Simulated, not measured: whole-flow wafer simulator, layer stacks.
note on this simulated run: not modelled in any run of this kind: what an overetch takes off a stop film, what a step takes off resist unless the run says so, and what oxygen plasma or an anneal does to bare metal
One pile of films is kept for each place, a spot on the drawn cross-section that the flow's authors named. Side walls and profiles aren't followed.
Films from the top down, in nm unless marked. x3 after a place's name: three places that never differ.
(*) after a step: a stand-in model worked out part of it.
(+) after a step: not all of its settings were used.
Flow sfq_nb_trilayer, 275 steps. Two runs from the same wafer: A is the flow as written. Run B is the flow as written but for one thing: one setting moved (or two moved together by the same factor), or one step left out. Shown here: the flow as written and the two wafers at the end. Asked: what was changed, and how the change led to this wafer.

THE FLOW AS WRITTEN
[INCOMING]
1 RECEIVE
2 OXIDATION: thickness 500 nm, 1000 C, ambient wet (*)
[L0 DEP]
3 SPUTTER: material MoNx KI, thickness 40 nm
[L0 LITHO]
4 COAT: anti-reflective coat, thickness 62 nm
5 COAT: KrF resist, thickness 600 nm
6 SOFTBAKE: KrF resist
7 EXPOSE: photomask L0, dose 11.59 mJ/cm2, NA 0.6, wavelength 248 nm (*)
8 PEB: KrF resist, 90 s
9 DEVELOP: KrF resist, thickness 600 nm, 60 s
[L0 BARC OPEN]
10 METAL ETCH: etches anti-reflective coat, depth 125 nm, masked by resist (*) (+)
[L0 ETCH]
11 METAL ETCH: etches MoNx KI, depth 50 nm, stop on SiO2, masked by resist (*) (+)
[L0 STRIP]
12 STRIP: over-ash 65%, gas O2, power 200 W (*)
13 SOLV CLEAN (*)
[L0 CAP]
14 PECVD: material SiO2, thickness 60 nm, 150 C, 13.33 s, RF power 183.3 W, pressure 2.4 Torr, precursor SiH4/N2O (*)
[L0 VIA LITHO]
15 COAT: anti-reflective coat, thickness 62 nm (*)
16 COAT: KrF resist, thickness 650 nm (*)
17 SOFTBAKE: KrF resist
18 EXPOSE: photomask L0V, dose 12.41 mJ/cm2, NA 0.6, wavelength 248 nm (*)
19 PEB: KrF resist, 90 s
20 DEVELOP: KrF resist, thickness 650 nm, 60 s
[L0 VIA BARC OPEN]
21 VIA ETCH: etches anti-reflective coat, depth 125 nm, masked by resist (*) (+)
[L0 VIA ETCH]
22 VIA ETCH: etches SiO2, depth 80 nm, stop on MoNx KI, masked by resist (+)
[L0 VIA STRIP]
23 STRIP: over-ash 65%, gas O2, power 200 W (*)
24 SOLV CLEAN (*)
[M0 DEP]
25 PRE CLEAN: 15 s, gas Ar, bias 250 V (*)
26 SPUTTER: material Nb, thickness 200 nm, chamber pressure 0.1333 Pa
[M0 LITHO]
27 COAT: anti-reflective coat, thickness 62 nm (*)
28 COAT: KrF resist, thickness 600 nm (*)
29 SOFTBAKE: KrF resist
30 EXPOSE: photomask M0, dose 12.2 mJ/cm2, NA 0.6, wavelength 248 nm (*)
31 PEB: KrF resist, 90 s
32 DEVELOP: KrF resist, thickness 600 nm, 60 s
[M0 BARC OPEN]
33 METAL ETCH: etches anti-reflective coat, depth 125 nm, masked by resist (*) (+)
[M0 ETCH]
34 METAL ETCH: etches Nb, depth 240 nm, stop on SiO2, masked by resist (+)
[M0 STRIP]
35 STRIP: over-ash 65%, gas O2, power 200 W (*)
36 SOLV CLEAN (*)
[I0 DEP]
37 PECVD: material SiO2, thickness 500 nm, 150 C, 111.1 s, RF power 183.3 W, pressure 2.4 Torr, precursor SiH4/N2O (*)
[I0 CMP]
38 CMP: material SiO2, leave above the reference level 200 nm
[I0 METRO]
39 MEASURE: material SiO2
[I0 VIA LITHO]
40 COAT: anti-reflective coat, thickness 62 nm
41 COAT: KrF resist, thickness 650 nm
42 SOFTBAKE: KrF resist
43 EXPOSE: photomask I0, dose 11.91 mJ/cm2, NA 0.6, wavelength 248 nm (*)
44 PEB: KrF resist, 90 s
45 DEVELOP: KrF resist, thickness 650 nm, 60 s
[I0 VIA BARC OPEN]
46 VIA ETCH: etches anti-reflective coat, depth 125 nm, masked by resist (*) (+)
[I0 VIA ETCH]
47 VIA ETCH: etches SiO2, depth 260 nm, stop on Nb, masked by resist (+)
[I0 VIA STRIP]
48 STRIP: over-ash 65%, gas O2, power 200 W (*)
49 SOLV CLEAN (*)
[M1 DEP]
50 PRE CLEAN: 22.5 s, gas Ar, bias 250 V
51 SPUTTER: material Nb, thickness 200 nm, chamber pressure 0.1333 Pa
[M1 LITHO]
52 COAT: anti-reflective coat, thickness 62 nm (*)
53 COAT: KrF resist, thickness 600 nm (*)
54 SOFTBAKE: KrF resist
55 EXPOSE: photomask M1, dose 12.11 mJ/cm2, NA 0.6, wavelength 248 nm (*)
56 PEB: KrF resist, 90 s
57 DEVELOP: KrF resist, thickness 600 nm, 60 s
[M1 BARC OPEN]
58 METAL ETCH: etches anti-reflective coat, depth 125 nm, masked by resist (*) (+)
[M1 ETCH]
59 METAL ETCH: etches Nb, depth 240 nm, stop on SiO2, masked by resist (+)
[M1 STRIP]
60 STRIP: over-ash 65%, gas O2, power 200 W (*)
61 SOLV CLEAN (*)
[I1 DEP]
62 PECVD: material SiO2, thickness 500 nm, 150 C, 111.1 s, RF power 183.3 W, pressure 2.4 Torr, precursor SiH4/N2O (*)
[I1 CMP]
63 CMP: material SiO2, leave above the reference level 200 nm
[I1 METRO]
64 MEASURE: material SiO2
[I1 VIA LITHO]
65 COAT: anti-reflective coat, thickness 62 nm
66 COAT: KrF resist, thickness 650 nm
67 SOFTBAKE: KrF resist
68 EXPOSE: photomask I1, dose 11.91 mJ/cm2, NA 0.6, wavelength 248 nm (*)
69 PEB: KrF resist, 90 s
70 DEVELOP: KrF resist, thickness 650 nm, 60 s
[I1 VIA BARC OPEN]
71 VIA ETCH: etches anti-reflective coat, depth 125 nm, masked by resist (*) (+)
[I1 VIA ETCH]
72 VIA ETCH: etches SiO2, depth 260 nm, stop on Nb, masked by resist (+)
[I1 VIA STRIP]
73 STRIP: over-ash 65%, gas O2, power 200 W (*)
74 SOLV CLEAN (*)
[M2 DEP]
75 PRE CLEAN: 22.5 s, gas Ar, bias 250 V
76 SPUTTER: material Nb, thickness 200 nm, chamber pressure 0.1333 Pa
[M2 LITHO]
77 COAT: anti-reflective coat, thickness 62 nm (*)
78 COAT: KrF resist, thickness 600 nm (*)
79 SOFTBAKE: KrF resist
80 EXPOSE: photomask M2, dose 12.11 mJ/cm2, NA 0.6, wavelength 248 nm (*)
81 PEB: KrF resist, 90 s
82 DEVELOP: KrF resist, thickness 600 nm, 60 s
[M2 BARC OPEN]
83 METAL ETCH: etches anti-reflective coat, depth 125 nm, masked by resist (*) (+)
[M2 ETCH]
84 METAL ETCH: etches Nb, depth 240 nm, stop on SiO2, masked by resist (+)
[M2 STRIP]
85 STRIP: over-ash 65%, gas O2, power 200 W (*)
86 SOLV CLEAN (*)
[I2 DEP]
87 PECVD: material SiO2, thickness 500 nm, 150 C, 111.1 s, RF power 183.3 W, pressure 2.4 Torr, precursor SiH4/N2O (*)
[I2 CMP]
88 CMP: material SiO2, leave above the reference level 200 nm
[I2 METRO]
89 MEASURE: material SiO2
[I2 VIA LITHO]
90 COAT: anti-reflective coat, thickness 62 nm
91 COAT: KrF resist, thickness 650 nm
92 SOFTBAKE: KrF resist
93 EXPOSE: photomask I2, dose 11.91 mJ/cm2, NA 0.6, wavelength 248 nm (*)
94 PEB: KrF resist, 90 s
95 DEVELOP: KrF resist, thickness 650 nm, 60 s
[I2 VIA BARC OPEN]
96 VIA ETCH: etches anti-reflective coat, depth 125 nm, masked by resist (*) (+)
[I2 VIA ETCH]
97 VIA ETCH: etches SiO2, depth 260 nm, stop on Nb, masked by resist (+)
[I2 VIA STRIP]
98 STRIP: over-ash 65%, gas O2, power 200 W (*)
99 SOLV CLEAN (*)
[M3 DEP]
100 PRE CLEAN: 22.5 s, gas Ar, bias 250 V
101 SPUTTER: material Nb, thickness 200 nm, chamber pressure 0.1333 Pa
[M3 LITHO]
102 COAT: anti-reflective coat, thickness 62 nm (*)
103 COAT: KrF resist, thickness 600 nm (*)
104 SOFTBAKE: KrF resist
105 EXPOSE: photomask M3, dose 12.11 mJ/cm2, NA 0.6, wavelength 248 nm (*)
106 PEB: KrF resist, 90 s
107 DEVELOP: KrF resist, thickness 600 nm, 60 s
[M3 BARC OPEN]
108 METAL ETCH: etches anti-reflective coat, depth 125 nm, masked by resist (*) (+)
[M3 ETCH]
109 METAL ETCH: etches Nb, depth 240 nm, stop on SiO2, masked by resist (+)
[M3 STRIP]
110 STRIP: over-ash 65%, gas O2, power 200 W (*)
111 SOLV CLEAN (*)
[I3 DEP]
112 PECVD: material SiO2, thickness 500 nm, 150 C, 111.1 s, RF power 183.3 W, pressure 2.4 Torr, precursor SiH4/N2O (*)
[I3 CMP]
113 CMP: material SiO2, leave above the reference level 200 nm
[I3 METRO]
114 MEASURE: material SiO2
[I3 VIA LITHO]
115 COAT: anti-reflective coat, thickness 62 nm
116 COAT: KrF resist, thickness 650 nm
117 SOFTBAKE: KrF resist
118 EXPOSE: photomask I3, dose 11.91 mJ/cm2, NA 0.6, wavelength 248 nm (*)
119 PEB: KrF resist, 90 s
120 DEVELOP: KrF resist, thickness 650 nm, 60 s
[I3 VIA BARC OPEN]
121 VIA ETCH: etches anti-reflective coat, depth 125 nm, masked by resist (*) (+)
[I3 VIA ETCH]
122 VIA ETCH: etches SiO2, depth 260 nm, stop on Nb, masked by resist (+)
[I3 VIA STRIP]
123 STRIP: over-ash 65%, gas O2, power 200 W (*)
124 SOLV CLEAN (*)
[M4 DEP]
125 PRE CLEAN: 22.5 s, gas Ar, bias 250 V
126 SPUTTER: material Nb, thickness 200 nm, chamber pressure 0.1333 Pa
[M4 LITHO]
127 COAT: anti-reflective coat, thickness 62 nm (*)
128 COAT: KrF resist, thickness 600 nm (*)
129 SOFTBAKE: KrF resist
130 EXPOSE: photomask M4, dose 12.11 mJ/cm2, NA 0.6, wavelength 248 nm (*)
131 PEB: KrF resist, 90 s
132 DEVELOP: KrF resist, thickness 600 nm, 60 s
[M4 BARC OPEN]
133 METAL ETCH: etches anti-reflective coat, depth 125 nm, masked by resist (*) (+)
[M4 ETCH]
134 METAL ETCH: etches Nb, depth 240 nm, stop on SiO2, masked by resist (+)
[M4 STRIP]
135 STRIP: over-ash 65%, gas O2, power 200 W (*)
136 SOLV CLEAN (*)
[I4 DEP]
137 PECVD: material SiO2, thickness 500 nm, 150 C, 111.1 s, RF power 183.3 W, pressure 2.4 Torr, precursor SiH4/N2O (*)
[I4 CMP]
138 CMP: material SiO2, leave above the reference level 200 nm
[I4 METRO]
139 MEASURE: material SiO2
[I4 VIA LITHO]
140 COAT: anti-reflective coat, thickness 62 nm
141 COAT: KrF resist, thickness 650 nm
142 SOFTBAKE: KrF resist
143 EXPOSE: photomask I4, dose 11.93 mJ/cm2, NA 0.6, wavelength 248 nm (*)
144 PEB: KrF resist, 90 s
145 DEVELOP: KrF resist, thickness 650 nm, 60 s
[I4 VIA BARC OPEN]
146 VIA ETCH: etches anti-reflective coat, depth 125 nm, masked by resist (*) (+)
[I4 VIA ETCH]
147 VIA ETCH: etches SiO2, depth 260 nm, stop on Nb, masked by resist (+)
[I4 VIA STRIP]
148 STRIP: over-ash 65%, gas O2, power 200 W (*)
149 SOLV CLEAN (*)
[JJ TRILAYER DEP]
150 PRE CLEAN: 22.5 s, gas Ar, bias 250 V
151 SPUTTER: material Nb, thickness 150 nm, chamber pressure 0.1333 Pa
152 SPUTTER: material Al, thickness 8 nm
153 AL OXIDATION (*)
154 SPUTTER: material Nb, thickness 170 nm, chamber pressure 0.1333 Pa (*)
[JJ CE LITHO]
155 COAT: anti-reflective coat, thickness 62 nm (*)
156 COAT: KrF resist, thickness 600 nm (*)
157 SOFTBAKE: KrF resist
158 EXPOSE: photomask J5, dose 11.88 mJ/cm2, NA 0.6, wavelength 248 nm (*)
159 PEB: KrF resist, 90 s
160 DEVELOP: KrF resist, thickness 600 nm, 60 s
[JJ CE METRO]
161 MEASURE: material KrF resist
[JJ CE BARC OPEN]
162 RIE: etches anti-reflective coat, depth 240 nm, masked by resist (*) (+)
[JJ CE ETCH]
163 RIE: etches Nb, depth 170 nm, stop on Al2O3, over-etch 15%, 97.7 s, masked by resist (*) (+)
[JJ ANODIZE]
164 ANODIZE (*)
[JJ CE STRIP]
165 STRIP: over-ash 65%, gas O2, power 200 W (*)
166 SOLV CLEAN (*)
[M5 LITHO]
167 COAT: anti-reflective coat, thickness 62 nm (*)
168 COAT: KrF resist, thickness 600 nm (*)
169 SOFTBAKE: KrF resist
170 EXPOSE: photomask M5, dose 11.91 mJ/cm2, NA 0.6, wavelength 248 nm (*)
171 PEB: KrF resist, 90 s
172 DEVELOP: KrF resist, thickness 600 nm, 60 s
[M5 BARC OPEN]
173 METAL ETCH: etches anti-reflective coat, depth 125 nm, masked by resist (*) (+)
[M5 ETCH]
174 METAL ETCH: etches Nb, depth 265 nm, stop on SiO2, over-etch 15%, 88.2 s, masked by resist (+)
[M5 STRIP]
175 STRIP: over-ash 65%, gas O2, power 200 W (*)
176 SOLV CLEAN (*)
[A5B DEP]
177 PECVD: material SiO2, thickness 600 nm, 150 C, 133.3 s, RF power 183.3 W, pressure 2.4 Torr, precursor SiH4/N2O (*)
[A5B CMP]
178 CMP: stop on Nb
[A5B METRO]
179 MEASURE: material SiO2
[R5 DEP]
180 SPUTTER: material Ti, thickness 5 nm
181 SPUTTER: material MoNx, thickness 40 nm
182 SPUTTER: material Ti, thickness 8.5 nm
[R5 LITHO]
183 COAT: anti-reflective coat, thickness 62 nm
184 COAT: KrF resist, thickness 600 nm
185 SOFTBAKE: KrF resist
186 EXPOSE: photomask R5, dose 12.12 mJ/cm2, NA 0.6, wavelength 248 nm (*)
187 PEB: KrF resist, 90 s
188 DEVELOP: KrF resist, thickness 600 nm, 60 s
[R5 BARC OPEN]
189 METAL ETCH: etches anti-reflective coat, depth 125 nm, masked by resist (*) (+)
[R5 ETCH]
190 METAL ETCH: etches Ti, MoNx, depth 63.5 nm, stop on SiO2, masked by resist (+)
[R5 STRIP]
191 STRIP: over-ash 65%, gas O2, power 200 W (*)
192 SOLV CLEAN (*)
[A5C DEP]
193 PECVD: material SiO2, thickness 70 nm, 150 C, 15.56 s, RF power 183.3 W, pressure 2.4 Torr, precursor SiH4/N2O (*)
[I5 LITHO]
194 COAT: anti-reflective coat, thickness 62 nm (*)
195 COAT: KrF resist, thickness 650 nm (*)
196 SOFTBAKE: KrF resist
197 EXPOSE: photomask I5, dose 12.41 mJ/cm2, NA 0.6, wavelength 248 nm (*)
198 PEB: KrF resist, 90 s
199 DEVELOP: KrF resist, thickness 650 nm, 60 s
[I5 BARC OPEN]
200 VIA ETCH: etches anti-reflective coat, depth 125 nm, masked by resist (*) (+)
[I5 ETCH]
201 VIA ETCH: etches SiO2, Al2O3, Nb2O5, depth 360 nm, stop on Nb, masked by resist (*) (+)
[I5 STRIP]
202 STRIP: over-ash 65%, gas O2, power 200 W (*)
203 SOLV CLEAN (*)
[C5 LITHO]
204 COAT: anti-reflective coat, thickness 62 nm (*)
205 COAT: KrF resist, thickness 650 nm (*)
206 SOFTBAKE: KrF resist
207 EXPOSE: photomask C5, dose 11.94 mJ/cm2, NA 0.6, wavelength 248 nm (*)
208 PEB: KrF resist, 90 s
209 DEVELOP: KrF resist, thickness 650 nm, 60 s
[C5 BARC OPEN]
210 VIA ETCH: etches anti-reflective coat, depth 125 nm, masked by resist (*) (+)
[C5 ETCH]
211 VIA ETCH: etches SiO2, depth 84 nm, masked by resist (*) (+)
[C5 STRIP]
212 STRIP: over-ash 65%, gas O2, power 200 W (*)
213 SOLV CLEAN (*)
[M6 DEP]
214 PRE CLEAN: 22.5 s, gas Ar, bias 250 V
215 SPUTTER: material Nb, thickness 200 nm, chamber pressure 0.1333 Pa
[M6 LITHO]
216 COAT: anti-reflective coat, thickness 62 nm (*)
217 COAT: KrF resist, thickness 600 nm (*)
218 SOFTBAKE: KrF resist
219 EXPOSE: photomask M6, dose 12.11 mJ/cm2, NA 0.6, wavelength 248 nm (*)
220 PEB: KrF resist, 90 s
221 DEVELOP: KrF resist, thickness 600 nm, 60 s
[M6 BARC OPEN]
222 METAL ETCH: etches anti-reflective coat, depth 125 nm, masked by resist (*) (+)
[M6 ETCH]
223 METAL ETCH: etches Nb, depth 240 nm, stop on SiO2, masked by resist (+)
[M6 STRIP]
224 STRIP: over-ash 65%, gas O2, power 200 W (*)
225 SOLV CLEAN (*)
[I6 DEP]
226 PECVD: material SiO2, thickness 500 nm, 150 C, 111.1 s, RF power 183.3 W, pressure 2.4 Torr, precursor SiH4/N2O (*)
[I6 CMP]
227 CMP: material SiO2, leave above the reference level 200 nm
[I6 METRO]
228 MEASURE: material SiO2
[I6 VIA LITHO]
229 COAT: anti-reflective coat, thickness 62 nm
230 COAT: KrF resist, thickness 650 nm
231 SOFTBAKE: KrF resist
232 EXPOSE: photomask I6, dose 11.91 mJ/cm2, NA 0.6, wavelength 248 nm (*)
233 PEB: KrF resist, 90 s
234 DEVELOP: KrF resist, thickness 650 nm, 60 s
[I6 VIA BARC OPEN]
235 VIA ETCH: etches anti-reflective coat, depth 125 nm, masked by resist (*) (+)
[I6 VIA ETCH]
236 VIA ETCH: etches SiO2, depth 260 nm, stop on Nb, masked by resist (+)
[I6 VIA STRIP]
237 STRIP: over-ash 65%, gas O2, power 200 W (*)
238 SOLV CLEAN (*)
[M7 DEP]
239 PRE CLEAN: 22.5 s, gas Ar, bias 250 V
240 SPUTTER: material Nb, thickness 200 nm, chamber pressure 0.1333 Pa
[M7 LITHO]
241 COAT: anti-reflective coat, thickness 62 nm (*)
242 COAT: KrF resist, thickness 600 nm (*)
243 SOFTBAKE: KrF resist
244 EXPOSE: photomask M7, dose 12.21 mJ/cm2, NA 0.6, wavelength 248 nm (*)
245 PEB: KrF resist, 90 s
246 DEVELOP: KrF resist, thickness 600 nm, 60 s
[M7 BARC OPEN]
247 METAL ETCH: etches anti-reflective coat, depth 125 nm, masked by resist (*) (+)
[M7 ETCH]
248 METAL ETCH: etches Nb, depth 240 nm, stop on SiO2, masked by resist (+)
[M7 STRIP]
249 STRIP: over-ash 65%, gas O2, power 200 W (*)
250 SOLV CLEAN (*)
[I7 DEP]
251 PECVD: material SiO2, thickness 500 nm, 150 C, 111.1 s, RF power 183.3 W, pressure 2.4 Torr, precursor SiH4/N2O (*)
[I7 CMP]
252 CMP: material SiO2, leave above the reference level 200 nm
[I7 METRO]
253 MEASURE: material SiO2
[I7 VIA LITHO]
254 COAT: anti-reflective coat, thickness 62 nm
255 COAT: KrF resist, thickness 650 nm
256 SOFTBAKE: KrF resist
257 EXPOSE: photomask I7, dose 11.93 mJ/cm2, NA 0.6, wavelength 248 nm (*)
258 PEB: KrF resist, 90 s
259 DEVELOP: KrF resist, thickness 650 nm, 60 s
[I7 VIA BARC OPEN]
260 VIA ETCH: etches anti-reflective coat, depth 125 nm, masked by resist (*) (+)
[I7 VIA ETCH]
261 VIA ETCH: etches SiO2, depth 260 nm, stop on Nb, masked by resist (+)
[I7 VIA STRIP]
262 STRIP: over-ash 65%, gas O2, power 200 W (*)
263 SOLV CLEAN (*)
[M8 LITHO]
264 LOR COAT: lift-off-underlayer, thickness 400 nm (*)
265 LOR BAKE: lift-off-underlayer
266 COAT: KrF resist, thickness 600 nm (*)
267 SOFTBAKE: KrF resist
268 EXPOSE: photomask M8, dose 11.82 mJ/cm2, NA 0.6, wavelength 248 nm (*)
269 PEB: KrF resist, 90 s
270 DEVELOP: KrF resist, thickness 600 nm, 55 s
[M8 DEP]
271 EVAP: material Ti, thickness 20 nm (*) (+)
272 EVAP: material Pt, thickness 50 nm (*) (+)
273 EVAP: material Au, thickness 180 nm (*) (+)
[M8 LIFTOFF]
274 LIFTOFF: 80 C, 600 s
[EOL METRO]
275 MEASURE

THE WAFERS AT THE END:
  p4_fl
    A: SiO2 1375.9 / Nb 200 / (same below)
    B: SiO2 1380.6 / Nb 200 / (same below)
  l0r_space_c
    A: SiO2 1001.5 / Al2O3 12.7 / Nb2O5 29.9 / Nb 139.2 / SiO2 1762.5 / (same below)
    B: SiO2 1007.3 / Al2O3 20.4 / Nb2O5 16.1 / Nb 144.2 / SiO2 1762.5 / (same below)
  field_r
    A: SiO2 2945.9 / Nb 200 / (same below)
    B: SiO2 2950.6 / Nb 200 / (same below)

The cause: step 152, SPUTTER: thickness 12.7 nm was run, where the flow has thickness 8 nm.

How the change led to this, step by step:
  152 SPUTTER: material Al, thickness 8 nm
      field_l, v_sur, via_sp and 100 more: A Al +8 (new film) | B Al +12.7 (new film)
      via_wl, via_wr: A Al +5.14 (new film) | B Al +8.16 (new film)
      (and at 1 more place)
  155 COAT: anti-reflective coat, thickness 62 nm (*)
      via_wl, via_wr: A anti-reflective coat +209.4 (new film) | B anti-reflective coat +214.1 (new film)
  162 RIE: etches anti-reflective coat, depth 240 nm, masked by resist (*) (+)
      ce_l, c5j, ce_r, wl_jj: A KrF resist -209.4 | B KrF resist -214.1
      via_wl, via_wr: A anti-reflective coat -209.4 (all of it) | B anti-reflective coat -214.1 (all of it)
  164 ANODIZE (*)
      field_l, v_sur, via_sp and 96 more: A Al2O3 +12.2, Nb2O5 +29.9 (new film), Al -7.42 (all of it), Nb -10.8 | B Al2O3 +20, Nb2O5 +16.1 (new film), Al -12.1 (all of it), Nb -5.79
      via_wl, via_wr: A Al2O3 +7.52 (new film), Nb2O5 +39.2 (new film), Al -4.56 (all of it), Nb -14.1 | B Al2O3 +12.5 (new film), Nb2O5 +30.3 (new film), Al -7.58 (all of it), Nb -10.9
      (and at 1 more place)
  167 COAT: anti-reflective coat, thickness 62 nm (*)
      ce_l: A anti-reflective coat +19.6 (new film) | B anti-reflective coat +18.3 (new film)
      c5j: A anti-reflective coat +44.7 (new film) | B anti-reflective coat +43.8 (new film)
      (and at 1 more place)
  174 METAL ETCH: etches Nb, depth 265 nm, stop on SiO2, over-etch 15%, 88.2 s, masked by resist (+)
      field_l, r_sur, res and 50 more: A Al2O3 -12.6 (all of it), Nb2O5 -29.9 (all of it), Nb -139.2 (all of it), SiO2 -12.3 | B Al2O3 -20.4 (all of it), Nb2O5 -16.1 (all of it), Nb -144.2 (all of it), SiO2 -12.4
  175 STRIP: over-ash 65%, gas O2, power 200 W (*)
      ce_l: A KrF resist -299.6 (all of it), anti-reflective coat -19.6 (all of it) | B KrF resist -296.8 (all of it), anti-reflective coat -18.3 (all of it)
      c5j: A KrF resist -279 (all of it), anti-reflective coat -44.7 (all of it) | B KrF resist -275.8 (all of it), anti-reflective coat -43.8 (all of it)
      (and at 1 more place)
  178 CMP: stop on Nb
      via_wl, via_wr: A SiO2 -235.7 | B SiO2 -230.2
      via_w: A SiO2 -235.2 | B SiO2 -229.5
  201 VIA ETCH: etches SiO2, Al2O3, Nb2O5, depth 360 nm, stop on Nb, masked by resist (*) (+)
      be: A SiO2 -216.4 (all of it), Al2O3 -12.7 (all of it), Nb2O5 -29.9 (all of it) | B SiO2 -222.2 (all of it), Al2O3 -20.4 (all of it), Nb2O5 -16.1 (all of it)
